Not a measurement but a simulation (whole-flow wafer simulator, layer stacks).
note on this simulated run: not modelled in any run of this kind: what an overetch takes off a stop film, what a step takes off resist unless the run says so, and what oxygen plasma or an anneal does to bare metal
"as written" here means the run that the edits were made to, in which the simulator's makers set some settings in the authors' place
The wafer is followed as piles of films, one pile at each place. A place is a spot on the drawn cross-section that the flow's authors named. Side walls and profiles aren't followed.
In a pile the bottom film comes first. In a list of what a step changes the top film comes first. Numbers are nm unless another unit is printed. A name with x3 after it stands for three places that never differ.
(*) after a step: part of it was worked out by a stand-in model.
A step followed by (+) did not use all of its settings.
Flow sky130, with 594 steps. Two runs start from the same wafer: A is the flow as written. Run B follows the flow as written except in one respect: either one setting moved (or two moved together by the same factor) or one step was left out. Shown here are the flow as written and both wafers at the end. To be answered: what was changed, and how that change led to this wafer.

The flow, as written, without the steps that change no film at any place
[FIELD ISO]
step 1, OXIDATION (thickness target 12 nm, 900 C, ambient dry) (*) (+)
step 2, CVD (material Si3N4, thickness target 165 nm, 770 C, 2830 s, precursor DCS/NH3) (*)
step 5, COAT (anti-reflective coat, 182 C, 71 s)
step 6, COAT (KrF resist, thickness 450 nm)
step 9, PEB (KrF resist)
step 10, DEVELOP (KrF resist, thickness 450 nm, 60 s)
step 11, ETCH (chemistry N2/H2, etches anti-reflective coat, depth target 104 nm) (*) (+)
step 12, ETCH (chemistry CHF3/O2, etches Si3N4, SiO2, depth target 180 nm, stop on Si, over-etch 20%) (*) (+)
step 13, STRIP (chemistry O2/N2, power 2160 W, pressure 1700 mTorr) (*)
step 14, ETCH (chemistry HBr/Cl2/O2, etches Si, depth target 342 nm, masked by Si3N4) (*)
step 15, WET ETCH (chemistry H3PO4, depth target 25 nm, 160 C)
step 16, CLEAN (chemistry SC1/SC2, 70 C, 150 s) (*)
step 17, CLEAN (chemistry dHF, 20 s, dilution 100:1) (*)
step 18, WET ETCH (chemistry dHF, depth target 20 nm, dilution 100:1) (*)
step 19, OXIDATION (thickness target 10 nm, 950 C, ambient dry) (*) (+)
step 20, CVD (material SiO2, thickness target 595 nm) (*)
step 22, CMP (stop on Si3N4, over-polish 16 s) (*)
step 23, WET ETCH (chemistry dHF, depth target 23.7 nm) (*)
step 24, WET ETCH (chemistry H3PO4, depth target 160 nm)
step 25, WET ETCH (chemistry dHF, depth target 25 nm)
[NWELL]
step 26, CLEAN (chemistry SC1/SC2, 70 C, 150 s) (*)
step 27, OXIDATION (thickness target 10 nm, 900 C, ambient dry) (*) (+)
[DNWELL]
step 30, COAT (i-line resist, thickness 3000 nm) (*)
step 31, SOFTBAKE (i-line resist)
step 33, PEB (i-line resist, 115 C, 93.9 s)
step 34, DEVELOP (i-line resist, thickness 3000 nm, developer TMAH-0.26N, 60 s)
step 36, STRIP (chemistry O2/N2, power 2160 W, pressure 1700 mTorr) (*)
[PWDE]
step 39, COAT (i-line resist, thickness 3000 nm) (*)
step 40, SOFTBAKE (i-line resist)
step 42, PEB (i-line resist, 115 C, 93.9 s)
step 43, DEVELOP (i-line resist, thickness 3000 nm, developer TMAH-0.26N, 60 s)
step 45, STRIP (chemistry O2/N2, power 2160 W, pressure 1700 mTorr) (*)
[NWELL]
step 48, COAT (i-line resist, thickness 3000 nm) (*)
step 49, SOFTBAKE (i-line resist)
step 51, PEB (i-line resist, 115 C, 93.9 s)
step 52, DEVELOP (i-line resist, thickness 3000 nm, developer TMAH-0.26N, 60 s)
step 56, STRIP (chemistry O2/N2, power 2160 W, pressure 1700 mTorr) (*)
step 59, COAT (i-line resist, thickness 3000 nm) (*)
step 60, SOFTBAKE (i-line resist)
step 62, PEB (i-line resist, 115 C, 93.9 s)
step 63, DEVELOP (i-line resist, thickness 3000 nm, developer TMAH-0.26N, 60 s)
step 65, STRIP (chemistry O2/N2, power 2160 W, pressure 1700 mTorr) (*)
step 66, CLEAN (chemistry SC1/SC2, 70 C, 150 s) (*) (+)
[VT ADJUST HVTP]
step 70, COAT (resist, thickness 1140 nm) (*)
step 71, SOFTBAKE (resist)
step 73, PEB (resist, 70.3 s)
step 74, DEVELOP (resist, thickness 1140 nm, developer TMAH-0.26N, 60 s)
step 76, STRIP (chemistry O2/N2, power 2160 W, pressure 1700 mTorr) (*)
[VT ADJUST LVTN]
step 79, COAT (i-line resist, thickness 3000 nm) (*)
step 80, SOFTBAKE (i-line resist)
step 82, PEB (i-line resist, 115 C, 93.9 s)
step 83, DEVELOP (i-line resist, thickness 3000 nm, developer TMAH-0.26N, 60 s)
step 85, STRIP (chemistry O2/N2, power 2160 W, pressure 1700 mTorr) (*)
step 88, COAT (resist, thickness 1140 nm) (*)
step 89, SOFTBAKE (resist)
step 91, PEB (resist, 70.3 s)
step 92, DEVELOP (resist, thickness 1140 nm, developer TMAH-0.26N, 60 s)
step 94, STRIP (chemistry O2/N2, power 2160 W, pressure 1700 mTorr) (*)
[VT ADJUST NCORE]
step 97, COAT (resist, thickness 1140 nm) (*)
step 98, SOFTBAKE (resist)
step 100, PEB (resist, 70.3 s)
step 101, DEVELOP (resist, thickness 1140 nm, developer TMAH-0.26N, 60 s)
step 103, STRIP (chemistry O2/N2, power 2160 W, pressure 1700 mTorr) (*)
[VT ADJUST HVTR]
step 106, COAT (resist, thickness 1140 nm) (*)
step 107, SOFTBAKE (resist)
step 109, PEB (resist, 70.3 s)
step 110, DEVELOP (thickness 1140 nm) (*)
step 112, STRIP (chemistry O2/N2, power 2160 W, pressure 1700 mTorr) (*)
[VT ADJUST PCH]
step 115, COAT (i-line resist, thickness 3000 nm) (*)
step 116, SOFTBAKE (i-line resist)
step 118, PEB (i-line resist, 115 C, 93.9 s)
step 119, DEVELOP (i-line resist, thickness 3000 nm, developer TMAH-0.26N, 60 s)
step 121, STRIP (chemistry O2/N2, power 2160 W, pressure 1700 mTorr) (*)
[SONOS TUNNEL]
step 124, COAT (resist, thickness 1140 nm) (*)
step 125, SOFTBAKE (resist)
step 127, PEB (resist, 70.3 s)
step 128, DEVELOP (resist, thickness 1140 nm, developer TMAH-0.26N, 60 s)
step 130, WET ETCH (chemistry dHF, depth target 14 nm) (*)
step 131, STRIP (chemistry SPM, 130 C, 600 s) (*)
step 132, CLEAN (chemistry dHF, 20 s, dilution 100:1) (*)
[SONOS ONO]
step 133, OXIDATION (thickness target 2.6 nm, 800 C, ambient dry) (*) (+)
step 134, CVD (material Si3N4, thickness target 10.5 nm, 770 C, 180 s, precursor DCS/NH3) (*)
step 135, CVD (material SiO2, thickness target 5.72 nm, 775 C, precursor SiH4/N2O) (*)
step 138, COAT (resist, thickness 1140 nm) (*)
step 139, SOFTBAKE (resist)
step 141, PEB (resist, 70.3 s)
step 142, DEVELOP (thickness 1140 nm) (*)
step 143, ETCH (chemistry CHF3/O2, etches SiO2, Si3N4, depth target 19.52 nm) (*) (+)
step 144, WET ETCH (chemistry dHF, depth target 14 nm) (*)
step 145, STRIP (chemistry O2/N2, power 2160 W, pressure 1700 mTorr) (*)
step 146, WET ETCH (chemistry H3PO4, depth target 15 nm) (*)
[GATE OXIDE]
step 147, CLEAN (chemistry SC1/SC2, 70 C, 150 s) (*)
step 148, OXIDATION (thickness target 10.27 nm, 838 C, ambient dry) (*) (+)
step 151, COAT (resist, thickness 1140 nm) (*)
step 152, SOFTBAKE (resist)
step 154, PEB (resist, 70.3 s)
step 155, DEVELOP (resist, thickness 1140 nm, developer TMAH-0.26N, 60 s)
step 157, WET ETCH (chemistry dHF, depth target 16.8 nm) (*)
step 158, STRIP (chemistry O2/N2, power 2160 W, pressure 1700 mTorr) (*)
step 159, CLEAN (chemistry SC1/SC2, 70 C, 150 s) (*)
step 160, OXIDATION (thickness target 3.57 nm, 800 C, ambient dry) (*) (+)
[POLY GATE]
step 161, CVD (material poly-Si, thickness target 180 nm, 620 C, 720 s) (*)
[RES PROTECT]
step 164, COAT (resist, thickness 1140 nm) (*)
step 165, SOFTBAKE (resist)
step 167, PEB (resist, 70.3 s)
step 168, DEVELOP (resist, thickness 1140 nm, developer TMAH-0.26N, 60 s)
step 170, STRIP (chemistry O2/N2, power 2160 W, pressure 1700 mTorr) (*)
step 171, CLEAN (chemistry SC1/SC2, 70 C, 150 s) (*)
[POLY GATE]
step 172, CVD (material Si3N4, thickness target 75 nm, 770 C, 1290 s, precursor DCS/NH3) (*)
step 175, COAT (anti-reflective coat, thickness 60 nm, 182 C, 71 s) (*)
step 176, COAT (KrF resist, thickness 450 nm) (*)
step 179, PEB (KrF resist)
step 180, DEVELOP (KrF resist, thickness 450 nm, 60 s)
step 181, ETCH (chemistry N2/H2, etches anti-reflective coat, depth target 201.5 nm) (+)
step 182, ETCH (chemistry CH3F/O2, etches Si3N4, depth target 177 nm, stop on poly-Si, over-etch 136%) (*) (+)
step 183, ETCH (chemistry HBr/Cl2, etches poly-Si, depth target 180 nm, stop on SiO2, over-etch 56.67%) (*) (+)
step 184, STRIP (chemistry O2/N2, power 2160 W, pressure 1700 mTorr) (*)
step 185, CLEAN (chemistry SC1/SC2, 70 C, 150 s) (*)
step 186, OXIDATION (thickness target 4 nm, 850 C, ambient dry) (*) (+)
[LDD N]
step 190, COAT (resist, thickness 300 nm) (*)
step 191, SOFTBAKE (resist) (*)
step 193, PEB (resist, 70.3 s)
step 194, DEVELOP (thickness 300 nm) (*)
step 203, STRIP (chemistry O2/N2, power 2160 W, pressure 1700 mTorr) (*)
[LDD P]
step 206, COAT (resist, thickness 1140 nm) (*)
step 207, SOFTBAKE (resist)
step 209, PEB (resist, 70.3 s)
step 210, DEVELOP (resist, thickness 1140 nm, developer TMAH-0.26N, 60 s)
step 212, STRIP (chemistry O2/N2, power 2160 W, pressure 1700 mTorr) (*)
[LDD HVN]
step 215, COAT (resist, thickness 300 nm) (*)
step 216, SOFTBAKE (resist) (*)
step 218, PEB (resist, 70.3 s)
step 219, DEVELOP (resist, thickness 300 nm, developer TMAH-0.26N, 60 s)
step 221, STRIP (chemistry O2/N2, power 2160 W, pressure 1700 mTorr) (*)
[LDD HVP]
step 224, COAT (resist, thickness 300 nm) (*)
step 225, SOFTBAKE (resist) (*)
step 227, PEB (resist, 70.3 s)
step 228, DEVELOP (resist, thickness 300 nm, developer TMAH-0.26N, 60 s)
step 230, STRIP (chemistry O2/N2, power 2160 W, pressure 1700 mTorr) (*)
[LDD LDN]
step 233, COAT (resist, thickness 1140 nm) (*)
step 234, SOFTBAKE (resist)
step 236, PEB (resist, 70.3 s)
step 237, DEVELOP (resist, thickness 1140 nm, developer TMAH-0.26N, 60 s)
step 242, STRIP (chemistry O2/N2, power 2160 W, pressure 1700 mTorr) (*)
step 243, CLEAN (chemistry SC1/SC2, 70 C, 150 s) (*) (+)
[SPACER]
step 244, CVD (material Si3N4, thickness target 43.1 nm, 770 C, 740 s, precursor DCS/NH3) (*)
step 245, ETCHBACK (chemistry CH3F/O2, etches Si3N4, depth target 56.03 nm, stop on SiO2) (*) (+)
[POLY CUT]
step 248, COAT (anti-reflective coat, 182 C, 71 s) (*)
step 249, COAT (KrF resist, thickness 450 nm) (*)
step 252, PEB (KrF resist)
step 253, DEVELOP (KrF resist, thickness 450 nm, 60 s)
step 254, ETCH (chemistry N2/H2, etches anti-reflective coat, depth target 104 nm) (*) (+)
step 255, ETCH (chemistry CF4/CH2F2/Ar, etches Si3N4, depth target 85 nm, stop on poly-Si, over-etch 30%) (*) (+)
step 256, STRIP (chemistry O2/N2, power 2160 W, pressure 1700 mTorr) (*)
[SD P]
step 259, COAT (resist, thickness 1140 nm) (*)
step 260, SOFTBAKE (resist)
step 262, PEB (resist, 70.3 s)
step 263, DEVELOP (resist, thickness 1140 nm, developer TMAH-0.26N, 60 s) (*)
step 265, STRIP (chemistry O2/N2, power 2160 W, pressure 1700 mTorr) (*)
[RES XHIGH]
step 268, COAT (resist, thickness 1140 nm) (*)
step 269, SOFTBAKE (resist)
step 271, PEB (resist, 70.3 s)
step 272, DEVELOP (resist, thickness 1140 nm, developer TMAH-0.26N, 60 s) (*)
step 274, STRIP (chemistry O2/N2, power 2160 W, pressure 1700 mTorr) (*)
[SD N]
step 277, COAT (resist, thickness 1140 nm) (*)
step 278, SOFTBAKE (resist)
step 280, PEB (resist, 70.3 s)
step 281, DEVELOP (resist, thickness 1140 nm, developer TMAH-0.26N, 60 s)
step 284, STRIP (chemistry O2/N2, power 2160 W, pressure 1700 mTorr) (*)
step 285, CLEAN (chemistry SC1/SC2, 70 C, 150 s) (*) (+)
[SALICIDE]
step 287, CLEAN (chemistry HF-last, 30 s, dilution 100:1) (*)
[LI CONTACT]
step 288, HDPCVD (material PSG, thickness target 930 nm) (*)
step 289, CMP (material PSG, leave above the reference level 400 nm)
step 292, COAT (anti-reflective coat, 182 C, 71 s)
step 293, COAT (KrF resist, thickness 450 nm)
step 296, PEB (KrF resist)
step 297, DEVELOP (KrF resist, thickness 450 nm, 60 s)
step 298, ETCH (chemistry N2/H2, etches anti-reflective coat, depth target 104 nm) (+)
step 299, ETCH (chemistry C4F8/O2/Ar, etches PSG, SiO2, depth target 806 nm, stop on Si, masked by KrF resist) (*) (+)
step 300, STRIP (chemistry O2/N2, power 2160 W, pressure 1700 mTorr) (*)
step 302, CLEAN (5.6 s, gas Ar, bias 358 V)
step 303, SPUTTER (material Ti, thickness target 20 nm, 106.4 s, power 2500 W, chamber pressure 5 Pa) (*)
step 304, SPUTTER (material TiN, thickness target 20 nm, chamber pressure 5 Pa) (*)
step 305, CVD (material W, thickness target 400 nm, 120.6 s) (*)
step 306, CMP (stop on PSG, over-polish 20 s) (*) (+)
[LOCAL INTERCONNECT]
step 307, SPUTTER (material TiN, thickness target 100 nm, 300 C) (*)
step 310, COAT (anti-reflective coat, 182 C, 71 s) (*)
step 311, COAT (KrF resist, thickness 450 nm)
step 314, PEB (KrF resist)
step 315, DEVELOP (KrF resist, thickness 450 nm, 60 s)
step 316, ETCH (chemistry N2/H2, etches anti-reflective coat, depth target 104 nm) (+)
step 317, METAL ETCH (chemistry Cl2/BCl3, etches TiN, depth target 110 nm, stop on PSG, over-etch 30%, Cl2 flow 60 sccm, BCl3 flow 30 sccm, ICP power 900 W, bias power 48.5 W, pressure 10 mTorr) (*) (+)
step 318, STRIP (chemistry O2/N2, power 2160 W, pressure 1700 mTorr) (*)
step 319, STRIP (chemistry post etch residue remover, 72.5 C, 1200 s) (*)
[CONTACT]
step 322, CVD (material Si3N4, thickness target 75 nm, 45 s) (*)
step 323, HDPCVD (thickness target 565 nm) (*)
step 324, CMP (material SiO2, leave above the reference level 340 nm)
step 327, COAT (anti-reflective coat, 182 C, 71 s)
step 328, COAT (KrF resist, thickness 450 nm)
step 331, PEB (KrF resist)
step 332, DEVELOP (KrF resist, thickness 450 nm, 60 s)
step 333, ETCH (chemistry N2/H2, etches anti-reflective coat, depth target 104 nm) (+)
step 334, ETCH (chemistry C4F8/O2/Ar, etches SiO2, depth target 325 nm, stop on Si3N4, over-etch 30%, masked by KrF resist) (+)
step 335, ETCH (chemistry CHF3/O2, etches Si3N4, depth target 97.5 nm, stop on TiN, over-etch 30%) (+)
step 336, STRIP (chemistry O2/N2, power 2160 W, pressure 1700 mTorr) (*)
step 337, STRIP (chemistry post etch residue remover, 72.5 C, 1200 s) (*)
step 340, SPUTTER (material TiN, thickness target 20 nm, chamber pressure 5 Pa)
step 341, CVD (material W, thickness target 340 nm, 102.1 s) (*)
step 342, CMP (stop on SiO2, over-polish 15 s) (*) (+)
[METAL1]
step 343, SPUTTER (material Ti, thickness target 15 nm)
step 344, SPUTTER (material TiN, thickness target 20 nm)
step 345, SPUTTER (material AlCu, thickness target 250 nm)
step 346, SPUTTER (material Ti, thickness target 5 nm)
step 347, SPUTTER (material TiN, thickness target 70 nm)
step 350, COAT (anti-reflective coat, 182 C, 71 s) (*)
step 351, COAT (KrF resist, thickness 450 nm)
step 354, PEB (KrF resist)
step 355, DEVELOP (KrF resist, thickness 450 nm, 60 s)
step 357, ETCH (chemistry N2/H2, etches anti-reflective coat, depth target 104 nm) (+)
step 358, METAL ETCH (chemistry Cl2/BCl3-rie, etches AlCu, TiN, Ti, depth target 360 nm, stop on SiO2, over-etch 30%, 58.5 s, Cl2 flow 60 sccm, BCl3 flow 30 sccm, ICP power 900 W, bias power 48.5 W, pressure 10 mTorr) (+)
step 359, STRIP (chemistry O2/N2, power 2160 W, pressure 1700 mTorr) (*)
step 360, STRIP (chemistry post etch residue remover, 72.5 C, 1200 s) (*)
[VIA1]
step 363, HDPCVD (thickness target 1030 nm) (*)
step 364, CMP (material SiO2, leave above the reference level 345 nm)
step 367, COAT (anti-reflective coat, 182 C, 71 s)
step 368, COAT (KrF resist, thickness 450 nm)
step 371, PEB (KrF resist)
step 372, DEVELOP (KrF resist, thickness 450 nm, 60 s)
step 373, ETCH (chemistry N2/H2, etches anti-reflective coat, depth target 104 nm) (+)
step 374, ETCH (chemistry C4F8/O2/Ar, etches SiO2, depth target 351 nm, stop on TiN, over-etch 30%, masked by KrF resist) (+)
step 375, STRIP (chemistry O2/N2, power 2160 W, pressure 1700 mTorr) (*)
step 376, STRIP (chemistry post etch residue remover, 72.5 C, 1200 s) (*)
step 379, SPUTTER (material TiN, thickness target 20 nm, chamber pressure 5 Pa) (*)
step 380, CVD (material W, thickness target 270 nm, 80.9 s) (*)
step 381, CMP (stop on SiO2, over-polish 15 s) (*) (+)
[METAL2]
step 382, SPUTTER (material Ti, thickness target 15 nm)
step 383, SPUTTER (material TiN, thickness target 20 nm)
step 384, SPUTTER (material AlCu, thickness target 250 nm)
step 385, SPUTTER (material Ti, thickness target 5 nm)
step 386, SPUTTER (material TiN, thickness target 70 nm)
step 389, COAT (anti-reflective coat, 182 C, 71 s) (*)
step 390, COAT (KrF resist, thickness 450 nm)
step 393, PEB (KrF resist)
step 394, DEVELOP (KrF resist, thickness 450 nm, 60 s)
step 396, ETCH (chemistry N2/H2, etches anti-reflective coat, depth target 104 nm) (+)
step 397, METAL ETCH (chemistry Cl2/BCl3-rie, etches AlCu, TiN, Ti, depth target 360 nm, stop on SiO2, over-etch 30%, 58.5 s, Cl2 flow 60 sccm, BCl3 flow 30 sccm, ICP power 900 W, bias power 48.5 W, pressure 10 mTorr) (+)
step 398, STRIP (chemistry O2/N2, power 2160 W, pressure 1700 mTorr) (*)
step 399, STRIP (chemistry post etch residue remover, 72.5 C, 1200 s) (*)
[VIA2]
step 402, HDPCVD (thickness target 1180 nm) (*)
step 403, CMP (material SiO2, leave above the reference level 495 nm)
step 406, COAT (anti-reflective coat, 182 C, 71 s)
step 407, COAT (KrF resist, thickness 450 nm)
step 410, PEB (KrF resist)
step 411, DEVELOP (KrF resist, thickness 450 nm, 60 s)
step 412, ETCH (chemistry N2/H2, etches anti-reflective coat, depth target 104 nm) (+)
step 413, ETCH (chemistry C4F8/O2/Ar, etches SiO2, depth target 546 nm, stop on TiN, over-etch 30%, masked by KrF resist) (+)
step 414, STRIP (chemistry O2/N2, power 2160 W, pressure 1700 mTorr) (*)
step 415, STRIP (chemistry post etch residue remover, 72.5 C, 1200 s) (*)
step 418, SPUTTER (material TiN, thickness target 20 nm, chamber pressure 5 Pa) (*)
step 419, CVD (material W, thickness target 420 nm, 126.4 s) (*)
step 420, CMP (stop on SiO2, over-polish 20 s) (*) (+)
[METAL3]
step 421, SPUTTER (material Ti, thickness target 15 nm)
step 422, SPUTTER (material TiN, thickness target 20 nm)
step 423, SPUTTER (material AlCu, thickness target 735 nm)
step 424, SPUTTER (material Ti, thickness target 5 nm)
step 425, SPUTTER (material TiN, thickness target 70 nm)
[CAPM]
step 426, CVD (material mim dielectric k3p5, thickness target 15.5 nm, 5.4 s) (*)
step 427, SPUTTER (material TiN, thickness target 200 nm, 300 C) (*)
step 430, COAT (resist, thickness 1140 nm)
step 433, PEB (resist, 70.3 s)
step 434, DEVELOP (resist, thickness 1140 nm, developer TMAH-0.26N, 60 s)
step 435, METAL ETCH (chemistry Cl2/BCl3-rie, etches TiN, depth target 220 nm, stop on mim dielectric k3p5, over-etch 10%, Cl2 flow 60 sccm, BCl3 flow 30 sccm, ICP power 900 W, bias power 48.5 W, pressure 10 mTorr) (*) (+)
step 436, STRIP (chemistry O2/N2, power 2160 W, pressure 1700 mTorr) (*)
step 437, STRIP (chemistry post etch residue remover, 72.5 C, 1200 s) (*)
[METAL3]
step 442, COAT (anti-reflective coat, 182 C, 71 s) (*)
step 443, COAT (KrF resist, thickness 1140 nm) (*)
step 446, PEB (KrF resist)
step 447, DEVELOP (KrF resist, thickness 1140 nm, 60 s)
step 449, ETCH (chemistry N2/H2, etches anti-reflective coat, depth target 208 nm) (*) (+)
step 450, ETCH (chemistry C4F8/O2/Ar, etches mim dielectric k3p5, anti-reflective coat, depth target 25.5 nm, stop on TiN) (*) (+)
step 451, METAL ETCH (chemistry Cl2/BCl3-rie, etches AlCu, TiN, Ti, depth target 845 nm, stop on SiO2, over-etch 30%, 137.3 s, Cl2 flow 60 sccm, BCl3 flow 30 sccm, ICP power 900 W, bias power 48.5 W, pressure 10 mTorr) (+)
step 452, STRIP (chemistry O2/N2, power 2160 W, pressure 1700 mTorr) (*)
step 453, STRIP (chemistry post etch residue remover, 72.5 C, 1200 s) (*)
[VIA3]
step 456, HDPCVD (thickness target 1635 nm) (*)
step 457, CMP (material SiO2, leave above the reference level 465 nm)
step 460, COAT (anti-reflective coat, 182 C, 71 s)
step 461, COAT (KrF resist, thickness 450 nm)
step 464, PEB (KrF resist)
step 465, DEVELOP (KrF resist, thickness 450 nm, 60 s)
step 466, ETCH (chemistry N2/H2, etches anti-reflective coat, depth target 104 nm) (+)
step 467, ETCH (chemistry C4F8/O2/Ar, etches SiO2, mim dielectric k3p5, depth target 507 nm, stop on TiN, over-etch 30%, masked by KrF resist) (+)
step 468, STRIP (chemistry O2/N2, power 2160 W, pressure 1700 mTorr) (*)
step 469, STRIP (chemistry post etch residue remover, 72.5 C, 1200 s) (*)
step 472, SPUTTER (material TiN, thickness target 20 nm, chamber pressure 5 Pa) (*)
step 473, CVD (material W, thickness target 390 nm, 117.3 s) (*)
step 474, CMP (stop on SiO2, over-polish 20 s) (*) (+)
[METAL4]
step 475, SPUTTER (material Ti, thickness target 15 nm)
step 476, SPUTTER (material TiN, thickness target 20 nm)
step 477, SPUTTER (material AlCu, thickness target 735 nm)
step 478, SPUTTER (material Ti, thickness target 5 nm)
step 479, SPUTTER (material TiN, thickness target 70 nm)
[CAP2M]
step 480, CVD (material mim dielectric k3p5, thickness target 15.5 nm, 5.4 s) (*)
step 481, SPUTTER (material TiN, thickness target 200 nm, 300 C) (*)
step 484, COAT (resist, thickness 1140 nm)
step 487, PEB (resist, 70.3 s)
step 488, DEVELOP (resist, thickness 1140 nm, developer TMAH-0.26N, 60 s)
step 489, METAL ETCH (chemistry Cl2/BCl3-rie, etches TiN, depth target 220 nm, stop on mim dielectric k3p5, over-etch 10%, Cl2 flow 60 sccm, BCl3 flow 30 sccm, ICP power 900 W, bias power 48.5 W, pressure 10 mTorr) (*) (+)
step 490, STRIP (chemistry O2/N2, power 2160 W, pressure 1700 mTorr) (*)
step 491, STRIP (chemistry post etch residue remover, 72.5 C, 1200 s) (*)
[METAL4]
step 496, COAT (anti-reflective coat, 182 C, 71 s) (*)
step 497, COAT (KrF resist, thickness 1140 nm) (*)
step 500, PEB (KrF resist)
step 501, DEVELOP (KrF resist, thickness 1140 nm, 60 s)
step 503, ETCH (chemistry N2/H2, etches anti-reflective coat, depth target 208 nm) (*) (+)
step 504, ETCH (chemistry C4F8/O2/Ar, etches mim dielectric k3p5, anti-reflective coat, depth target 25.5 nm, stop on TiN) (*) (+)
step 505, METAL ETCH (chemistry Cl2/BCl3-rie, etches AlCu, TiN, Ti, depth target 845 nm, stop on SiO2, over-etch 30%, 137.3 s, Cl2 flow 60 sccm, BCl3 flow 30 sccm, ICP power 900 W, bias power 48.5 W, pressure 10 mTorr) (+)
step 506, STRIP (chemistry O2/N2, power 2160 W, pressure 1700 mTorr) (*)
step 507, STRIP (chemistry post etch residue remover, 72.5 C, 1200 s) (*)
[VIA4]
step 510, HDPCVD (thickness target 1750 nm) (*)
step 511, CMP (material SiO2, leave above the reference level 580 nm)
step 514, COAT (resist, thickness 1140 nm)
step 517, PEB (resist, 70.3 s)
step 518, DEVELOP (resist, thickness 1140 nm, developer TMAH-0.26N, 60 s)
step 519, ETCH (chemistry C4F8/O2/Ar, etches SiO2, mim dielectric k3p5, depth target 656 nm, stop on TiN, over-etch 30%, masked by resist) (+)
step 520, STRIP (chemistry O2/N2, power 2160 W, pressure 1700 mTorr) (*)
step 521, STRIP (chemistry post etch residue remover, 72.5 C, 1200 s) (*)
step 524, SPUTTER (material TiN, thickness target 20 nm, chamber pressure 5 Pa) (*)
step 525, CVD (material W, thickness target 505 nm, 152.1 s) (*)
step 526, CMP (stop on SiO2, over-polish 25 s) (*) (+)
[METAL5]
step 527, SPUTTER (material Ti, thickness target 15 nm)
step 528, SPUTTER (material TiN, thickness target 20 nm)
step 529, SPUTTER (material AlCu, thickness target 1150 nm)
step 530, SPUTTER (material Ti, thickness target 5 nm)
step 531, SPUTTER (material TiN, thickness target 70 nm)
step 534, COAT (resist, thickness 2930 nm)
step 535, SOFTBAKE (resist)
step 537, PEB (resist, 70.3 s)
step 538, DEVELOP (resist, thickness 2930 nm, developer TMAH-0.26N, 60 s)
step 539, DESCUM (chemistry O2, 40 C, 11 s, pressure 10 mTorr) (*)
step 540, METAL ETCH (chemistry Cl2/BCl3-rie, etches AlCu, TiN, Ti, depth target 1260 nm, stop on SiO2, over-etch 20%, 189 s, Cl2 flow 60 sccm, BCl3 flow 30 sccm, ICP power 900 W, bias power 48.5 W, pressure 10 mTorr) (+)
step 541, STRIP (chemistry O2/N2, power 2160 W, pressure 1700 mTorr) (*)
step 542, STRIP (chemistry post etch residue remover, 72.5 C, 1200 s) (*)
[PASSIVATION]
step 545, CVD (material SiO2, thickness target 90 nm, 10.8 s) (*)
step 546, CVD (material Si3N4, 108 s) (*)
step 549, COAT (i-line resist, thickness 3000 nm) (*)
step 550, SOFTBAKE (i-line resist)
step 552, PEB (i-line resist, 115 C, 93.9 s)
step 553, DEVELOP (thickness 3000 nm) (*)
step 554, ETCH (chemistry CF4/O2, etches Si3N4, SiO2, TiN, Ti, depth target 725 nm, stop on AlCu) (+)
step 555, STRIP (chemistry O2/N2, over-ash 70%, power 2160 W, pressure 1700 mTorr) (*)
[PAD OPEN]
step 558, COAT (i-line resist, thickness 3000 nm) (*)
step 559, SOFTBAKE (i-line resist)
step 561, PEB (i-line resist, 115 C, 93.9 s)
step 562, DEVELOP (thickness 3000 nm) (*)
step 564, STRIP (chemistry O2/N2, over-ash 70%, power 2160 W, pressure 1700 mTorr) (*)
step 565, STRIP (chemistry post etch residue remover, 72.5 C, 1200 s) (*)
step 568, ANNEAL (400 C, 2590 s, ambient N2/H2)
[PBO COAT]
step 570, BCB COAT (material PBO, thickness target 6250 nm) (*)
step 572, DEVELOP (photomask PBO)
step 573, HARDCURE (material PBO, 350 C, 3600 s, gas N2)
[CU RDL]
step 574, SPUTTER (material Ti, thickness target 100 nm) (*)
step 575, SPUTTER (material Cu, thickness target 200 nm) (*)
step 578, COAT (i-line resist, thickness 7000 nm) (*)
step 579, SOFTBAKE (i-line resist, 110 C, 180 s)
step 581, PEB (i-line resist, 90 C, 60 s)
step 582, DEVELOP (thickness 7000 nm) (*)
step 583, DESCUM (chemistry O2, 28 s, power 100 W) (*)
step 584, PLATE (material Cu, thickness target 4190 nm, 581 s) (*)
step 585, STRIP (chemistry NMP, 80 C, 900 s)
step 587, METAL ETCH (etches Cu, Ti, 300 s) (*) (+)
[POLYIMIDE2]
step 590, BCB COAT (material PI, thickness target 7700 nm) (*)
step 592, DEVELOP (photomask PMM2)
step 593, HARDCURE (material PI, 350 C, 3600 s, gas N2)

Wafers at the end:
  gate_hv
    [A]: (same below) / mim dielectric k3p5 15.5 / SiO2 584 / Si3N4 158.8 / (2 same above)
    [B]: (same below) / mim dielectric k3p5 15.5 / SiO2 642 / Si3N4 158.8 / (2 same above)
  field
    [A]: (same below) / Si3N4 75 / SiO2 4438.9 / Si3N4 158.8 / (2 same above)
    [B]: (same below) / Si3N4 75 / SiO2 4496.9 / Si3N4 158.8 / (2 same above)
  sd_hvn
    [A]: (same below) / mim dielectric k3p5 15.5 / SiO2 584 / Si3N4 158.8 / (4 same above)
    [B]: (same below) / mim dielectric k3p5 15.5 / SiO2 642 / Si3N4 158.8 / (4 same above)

The reason: step 511, CMP: leave above the reference level 638 nm was run, while the flow as written has leave above the reference level 580 nm.

Step by step, how the change led to this:
  step 511, CMP (material SiO2, leave above the reference level 580 nm)
      n_well, p_well, gate_hv and 99 more: A SiO2 loses 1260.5 | B SiO2 loses 1202.5
      field, active, gate and 77 more: A SiO2 loses 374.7 | B SiO2 loses 316.7
      (as well as at 11 more places)
  step 519, ETCH (chemistry C4F8/O2/Ar, etches SiO2, mim dielectric k3p5, depth target 656 nm, stop on TiN, over-etch 30%, masked by resist) (+)
      m1: A SiO2 loses 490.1 (all of it), mim dielectric k3p5 loses 15.5 (all of it) | B SiO2 loses 548.1 (all of it), mim dielectric k3p5 loses 15.5 (all of it)
      via4_hole: A SiO2 loses 489.5 (all of it), mim dielectric k3p5 loses 15.5 (all of it) | B SiO2 loses 547.5 (all of it), mim dielectric k3p5 loses 15.5 (all of it)
  step 525, CVD (material W, thickness target 505 nm, 152.1 s) (*)
      m1: A W gains 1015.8 (new film) | B W gains 1074.2 (new film)
      via4_hole: A W gains 1015.2 (new film) | B W gains 1073.5 (new film)
